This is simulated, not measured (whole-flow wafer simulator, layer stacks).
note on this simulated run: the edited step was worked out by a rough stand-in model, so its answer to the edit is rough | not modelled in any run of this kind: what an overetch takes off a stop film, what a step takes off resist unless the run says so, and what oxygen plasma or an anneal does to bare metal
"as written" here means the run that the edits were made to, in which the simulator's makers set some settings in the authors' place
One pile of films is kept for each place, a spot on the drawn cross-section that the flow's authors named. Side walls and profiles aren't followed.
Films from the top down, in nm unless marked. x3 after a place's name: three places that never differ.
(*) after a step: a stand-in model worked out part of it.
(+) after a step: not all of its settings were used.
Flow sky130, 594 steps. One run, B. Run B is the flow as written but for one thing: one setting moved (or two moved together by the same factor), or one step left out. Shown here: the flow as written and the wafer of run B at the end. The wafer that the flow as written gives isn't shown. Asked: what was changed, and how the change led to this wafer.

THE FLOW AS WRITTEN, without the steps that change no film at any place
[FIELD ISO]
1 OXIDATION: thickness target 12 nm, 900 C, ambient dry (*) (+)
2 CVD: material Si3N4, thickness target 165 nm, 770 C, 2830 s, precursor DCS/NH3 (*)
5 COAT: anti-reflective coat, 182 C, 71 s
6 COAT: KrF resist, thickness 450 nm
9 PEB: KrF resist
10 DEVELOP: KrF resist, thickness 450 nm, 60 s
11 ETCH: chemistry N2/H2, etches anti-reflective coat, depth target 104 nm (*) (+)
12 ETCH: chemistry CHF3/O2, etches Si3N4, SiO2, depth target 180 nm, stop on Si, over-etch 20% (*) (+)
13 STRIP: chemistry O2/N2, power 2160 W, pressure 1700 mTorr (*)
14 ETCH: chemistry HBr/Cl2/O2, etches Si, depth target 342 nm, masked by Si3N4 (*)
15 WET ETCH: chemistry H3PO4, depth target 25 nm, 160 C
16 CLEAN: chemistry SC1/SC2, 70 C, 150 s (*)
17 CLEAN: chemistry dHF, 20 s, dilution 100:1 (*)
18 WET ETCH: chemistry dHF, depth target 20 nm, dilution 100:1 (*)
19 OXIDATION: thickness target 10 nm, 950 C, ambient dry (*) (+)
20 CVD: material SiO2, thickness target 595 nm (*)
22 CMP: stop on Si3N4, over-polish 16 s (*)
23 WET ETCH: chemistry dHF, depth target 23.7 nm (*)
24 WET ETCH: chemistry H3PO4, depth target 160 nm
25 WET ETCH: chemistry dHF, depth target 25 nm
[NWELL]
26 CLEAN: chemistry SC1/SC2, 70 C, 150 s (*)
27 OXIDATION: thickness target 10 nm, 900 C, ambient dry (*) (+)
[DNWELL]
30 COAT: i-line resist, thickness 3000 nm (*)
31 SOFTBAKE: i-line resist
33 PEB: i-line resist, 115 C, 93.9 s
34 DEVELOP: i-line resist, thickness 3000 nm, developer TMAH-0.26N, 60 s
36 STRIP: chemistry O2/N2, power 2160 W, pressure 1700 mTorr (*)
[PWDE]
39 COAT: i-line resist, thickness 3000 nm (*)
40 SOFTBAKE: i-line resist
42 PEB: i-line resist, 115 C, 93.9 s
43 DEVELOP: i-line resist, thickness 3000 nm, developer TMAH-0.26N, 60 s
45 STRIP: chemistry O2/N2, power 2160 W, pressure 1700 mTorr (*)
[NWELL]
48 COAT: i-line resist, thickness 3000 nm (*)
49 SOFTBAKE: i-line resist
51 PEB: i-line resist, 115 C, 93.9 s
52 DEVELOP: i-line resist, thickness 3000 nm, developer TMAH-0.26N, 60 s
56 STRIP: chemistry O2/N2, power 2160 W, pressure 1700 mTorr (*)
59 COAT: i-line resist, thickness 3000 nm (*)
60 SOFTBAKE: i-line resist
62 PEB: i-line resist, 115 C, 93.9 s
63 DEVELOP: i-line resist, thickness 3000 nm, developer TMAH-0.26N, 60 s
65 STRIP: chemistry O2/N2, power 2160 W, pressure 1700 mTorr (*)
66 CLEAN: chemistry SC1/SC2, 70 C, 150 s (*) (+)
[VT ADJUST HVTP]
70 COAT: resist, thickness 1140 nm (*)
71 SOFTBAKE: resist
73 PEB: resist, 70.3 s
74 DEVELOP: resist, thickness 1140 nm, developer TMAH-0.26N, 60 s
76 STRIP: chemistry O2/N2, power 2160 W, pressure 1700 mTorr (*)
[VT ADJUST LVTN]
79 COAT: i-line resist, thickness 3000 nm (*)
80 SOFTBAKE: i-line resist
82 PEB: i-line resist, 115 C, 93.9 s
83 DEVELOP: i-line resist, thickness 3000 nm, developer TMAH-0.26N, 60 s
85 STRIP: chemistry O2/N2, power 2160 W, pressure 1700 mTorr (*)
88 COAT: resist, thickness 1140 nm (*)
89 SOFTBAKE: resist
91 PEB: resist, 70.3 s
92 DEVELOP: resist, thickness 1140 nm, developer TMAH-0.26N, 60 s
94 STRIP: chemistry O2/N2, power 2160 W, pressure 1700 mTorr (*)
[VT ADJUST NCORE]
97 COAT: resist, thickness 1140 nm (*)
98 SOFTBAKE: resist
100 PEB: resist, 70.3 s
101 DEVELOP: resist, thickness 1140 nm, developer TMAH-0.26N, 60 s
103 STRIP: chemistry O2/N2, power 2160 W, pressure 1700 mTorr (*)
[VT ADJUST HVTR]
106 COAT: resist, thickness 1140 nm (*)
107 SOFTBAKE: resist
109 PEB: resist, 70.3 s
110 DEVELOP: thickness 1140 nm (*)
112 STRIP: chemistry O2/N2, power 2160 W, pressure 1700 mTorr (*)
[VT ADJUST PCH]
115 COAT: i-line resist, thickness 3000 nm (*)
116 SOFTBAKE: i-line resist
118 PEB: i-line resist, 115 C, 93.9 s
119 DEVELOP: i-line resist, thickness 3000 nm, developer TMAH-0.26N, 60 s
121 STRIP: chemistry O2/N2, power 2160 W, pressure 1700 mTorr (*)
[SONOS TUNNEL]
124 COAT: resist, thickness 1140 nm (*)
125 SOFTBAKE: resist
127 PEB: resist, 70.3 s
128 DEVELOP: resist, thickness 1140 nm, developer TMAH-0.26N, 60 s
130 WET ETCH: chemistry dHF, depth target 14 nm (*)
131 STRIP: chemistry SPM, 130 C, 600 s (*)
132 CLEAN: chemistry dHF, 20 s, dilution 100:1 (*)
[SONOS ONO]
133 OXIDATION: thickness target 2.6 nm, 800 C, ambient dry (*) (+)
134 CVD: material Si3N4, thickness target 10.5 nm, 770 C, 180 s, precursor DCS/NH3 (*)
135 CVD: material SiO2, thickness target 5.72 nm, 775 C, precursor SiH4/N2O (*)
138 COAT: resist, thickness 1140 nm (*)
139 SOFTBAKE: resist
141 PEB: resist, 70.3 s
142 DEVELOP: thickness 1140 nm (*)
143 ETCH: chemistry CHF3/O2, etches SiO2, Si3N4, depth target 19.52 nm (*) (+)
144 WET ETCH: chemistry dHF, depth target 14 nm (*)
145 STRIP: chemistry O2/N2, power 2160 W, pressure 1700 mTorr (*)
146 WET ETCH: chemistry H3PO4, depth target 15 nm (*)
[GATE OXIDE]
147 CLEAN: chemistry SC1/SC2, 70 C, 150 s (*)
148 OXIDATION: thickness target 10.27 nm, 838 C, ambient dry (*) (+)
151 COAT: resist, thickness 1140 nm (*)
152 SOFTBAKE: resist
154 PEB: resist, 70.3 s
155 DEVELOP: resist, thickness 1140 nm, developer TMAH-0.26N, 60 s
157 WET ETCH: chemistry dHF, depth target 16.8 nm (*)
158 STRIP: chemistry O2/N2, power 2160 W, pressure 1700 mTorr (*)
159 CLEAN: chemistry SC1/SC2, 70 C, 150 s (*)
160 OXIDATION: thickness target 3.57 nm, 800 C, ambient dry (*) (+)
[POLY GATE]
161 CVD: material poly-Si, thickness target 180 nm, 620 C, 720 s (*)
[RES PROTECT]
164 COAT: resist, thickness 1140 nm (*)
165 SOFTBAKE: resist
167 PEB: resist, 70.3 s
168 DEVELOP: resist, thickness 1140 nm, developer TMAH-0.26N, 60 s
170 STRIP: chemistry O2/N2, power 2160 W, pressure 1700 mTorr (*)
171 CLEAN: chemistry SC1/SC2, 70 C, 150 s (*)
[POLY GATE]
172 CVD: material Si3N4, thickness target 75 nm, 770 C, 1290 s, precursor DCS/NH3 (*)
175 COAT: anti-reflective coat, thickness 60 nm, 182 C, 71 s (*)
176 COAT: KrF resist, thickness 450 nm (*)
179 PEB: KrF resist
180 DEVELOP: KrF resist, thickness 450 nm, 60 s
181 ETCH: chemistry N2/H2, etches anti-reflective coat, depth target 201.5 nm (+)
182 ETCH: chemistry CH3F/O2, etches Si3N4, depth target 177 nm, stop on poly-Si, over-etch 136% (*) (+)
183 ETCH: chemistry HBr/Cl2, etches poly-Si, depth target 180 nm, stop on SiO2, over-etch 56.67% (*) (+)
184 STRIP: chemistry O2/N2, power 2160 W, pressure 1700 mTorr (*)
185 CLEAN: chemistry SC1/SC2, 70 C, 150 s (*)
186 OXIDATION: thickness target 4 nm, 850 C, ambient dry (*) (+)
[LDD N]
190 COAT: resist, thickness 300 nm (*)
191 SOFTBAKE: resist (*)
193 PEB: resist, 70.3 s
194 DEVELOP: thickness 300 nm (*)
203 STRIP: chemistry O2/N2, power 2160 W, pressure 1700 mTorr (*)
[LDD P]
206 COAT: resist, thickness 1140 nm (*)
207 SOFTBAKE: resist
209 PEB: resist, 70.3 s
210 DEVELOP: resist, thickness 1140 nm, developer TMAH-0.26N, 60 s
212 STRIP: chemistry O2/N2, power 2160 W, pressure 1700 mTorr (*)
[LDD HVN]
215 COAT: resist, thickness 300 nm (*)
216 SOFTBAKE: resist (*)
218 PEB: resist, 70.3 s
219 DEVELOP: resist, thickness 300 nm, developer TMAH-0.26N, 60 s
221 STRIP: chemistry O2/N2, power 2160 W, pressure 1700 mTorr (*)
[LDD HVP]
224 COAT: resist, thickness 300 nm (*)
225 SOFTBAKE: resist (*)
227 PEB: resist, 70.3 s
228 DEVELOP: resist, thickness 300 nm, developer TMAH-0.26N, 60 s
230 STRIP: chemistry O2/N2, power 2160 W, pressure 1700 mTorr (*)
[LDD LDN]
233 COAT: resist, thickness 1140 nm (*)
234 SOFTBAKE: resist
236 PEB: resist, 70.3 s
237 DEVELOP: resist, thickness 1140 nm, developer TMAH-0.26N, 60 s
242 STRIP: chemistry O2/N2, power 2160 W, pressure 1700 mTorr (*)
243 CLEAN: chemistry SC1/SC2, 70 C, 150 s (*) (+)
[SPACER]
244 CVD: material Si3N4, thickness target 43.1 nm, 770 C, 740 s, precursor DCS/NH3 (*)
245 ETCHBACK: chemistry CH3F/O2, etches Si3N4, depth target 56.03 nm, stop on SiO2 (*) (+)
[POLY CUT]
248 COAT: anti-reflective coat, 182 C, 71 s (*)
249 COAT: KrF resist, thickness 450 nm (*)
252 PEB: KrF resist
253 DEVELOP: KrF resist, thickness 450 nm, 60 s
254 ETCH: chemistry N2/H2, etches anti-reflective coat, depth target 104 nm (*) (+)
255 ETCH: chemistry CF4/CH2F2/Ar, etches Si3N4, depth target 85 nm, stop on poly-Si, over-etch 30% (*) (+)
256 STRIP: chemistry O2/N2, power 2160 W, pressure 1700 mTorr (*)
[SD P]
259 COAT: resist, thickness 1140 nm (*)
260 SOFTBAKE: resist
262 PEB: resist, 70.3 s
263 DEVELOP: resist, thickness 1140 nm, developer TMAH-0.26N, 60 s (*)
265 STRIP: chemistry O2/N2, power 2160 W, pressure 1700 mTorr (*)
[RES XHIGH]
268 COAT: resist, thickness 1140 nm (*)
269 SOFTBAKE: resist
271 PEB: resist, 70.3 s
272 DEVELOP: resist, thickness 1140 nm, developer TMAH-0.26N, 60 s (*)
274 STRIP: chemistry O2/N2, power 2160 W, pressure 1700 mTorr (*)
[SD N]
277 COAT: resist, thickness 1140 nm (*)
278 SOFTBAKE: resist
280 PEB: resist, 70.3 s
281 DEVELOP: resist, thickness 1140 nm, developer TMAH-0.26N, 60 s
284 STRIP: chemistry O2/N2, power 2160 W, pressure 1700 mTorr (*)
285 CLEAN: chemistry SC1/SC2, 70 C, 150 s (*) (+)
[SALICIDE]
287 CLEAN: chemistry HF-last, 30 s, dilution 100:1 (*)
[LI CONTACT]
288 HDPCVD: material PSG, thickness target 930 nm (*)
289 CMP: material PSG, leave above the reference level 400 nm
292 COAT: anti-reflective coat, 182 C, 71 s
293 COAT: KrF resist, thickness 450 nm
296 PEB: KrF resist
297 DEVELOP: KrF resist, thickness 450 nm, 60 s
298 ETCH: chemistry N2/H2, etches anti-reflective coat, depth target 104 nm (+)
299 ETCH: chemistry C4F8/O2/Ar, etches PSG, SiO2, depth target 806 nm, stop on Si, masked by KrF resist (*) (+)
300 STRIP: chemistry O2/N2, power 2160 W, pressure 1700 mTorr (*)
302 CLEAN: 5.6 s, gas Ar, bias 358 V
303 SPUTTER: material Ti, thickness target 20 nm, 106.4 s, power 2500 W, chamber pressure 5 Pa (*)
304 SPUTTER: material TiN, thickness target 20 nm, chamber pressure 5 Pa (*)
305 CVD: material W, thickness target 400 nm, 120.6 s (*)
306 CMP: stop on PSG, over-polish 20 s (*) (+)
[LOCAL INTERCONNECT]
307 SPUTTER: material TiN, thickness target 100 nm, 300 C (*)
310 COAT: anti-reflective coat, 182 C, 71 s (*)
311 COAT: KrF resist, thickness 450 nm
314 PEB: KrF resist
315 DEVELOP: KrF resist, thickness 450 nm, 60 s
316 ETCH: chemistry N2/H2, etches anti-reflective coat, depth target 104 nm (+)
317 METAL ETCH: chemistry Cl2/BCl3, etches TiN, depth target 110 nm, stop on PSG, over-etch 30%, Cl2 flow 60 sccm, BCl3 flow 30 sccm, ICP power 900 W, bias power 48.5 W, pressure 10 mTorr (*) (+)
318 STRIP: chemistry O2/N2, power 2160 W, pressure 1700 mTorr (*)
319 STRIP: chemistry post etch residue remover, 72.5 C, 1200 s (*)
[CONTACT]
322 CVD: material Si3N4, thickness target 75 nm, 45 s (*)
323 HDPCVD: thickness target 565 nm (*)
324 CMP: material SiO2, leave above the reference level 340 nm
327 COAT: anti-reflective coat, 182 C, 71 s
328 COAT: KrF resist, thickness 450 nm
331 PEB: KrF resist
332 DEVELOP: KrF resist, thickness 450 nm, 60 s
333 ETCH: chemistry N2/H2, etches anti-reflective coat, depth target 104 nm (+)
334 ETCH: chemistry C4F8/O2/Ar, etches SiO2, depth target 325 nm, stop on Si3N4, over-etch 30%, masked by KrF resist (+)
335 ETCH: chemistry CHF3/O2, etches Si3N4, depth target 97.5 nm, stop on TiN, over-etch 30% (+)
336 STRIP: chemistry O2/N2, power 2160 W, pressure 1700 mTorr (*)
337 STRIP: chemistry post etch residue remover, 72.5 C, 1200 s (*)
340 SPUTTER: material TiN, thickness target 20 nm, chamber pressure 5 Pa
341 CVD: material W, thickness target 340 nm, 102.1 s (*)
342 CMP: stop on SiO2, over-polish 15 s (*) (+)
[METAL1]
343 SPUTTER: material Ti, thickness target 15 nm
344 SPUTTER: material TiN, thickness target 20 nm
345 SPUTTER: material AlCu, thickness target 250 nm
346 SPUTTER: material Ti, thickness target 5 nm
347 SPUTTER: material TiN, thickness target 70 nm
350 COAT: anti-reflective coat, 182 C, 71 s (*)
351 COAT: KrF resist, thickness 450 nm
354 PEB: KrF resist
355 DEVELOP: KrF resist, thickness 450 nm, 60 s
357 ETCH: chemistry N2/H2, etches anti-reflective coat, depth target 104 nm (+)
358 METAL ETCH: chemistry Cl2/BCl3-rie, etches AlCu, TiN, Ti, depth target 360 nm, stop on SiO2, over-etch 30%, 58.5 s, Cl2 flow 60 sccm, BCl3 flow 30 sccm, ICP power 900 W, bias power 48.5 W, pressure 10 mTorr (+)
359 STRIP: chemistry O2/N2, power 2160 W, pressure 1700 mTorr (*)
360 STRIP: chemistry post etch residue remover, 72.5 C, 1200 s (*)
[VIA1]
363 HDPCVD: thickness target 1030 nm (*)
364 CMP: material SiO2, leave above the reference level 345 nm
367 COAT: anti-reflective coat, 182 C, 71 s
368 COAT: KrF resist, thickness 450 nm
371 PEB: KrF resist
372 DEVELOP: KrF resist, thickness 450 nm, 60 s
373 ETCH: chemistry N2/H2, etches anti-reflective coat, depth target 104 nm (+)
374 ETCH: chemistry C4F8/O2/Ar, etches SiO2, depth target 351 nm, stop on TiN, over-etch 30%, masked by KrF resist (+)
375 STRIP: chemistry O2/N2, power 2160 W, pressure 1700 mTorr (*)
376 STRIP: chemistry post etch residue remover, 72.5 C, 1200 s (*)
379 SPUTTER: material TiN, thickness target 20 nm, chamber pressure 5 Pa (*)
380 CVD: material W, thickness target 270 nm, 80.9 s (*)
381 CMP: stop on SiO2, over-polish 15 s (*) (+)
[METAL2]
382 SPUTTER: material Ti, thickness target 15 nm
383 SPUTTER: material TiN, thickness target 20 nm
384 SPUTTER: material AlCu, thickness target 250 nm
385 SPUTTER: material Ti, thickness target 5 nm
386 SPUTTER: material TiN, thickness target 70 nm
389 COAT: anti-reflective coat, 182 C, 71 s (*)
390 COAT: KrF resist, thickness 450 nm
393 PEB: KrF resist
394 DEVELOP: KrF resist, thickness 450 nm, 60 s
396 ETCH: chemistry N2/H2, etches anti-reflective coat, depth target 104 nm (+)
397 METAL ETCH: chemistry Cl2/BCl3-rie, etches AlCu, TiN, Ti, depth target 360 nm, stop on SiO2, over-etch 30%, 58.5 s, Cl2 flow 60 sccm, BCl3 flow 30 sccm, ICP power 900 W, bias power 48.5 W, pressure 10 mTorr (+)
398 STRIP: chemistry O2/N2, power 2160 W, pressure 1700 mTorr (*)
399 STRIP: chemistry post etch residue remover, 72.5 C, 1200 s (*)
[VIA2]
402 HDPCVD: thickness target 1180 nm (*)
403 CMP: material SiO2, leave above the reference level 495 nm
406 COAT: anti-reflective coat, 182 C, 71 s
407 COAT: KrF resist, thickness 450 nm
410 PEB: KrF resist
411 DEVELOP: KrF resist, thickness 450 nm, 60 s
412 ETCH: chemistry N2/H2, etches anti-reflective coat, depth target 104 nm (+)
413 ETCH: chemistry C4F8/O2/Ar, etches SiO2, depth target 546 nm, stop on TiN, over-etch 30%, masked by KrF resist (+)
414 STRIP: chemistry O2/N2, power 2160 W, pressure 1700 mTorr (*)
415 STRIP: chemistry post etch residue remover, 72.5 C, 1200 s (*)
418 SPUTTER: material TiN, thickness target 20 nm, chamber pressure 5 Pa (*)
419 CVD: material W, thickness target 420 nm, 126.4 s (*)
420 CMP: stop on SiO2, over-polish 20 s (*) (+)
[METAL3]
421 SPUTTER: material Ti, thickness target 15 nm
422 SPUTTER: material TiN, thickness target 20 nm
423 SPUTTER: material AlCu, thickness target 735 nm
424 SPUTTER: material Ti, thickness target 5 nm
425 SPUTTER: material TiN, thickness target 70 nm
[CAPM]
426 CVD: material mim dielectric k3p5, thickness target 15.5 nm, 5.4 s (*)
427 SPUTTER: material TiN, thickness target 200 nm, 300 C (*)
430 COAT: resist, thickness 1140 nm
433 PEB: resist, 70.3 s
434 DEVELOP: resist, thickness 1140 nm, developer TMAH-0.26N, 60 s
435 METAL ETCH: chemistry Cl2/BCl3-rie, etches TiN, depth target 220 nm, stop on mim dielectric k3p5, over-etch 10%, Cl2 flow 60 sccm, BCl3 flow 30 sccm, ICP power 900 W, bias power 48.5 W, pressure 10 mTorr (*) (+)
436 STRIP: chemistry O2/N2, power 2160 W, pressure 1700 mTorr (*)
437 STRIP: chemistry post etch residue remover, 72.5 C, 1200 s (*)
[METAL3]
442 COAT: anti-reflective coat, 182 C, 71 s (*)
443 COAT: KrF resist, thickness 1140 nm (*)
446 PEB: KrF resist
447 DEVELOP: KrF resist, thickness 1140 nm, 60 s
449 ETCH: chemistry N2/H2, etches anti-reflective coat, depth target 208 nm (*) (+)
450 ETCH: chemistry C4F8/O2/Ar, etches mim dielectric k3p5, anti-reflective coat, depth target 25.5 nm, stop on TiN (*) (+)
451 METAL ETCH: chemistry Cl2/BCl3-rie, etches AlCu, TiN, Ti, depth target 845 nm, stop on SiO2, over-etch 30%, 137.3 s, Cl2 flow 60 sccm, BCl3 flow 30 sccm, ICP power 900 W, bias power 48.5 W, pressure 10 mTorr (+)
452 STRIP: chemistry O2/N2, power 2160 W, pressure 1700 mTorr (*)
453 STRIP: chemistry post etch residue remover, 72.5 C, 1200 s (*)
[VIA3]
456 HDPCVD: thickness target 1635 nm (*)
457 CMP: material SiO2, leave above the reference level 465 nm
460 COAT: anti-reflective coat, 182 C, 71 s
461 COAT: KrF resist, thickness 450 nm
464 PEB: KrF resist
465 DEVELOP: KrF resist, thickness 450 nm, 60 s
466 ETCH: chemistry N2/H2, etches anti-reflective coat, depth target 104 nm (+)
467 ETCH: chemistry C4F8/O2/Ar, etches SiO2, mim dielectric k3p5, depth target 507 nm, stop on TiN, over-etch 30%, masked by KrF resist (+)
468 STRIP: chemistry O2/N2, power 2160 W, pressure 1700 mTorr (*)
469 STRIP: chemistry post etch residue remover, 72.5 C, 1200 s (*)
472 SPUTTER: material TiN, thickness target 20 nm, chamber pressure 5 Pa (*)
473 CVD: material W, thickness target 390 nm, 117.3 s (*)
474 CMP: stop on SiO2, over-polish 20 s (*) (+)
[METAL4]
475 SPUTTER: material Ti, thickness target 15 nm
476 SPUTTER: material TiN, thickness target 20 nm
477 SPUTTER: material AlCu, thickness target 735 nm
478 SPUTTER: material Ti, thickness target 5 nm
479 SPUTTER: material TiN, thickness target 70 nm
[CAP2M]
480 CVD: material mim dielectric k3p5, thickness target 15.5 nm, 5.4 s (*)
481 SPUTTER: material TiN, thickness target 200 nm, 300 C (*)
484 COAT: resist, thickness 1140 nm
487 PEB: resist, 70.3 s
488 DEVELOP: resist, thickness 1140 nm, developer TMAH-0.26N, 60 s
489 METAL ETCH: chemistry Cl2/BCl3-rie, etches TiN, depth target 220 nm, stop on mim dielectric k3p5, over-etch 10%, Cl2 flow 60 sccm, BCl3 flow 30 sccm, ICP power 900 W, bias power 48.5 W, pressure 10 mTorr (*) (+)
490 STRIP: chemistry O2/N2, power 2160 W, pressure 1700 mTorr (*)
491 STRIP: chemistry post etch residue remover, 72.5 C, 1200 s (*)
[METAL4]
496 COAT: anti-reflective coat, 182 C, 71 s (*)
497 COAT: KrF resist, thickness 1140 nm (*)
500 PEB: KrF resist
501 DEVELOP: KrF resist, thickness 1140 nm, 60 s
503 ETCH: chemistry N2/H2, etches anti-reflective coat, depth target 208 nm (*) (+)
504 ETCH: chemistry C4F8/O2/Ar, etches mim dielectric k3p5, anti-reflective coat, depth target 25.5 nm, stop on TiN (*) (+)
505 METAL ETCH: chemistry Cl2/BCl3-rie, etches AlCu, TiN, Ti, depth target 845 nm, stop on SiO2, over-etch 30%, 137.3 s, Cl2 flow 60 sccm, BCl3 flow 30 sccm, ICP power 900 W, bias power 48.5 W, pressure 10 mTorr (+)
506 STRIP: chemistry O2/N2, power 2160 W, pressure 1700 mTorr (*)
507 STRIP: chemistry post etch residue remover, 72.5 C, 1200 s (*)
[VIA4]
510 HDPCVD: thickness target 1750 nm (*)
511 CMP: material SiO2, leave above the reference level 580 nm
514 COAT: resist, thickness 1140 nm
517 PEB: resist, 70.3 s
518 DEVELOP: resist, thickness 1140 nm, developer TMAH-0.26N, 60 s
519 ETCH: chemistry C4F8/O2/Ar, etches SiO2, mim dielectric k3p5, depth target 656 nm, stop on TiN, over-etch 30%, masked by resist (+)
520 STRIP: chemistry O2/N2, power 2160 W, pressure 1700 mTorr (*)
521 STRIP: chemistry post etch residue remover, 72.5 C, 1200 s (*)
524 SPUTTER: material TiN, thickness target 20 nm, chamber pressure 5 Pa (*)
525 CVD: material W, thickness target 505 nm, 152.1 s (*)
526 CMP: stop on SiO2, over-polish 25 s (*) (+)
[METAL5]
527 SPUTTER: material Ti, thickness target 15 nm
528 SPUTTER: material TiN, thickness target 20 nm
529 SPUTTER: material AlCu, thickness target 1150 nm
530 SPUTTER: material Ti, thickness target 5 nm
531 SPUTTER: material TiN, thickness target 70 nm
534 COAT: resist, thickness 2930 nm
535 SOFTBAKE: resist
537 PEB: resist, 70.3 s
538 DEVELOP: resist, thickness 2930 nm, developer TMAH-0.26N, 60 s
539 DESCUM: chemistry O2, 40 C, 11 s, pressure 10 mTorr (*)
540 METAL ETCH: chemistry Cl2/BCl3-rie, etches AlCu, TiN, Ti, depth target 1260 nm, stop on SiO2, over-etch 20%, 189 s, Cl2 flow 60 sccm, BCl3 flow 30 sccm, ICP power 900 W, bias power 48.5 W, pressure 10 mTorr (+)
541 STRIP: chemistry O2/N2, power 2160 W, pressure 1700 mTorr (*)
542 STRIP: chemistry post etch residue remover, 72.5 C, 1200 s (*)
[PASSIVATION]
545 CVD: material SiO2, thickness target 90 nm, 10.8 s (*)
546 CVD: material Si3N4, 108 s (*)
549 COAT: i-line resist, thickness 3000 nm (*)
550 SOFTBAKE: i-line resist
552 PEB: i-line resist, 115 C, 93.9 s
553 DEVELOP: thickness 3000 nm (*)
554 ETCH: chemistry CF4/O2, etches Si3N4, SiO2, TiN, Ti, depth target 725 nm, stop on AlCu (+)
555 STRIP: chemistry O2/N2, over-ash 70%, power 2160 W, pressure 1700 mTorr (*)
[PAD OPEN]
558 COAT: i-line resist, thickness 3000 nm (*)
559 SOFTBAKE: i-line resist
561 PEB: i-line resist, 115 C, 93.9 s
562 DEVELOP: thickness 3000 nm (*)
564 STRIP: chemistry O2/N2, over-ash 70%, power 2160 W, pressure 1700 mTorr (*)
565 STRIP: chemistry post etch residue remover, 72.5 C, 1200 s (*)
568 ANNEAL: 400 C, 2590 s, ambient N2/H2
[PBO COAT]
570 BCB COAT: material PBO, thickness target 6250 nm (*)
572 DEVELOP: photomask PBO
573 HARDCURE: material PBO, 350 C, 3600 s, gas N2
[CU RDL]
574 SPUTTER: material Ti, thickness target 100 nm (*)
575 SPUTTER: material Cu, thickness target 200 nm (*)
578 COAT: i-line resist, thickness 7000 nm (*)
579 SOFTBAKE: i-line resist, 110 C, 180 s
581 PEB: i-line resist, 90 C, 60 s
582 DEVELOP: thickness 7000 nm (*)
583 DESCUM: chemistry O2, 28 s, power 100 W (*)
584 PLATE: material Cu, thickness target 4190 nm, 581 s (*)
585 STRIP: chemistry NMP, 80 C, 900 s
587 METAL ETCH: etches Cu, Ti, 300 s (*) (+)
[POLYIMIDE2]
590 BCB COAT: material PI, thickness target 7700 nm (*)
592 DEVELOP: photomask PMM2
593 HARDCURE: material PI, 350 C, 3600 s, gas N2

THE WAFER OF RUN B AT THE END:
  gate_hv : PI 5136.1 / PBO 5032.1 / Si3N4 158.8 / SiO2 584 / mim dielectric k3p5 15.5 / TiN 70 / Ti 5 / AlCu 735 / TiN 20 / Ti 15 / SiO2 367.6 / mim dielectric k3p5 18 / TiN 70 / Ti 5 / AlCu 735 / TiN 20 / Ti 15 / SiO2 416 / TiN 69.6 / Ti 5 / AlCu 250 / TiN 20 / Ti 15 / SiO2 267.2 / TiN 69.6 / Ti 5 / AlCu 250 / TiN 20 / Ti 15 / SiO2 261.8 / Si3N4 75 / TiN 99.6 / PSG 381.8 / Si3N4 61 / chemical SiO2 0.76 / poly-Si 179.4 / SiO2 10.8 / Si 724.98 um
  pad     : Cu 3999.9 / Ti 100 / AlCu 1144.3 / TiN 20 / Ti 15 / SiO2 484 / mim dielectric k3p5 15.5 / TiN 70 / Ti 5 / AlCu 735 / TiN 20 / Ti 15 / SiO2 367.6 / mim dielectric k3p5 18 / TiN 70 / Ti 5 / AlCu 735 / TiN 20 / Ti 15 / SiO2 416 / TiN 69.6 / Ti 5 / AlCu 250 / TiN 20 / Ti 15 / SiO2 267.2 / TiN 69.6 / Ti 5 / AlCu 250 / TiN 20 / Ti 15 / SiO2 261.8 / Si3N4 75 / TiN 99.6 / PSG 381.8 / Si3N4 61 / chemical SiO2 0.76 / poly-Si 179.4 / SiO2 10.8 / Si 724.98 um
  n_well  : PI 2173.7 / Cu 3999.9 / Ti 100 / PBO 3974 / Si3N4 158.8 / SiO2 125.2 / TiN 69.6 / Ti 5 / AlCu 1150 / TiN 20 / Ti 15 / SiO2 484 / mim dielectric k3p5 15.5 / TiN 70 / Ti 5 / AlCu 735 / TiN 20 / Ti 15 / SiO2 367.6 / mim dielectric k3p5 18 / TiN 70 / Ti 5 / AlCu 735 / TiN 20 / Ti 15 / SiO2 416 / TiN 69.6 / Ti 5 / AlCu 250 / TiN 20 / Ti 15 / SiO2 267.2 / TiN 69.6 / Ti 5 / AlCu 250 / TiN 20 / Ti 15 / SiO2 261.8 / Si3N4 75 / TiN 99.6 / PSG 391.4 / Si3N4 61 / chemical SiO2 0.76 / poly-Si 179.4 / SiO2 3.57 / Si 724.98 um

The cause: step 426, CVD: thickness target 18 nm was run, where the flow has thickness target 15.5 nm; step 426, CVD: 6.26 s was run, where the flow has 5.4 s.
It can be read off the wafer: gate_hv has mim dielectric k3p5 18, and step 426 as written asks for 15.5 nm.

How the change led to this, step by step:
  426 CVD: material mim dielectric k3p5, thickness target 15.5 nm, 5.4 s (*)
      field, active, n_well and 188 more: mim dielectric k3p5 +18 (new film) (as written it would be: mim dielectric k3p5 +15.5 (new film))
  450 ETCH: chemistry C4F8/O2/Ar, etches mim dielectric k3p5, anti-reflective coat, depth target 25.5 nm, stop on TiN (*) (+)
      n_well, p_well, gate_hv and 104 more: KrF resist -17 (as written it would be: KrF resist -15.5)
      field, active, gate and 82 more: mim dielectric k3p5 -18 (all of it) (as written it would be: mim dielectric k3p5 -15.5 (all of it))
  467 ETCH: chemistry C4F8/O2/Ar, etches SiO2, mim dielectric k3p5, depth target 507 nm, stop on TiN, over-etch 30%, masked by KrF resist (+)
      m1: SiO2 -372 (all of it), mim dielectric k3p5 -18 (all of it) (as written it would be: SiO2 -374.5 (all of it), mim dielectric k3p5 -15.5 (all of it))
      via3_hole: SiO2 -371.4 (all of it), mim dielectric k3p5 -18 (all of it) (as written it would be: SiO2 -373.9 (all of it), mim dielectric k3p5 -15.5 (all of it))
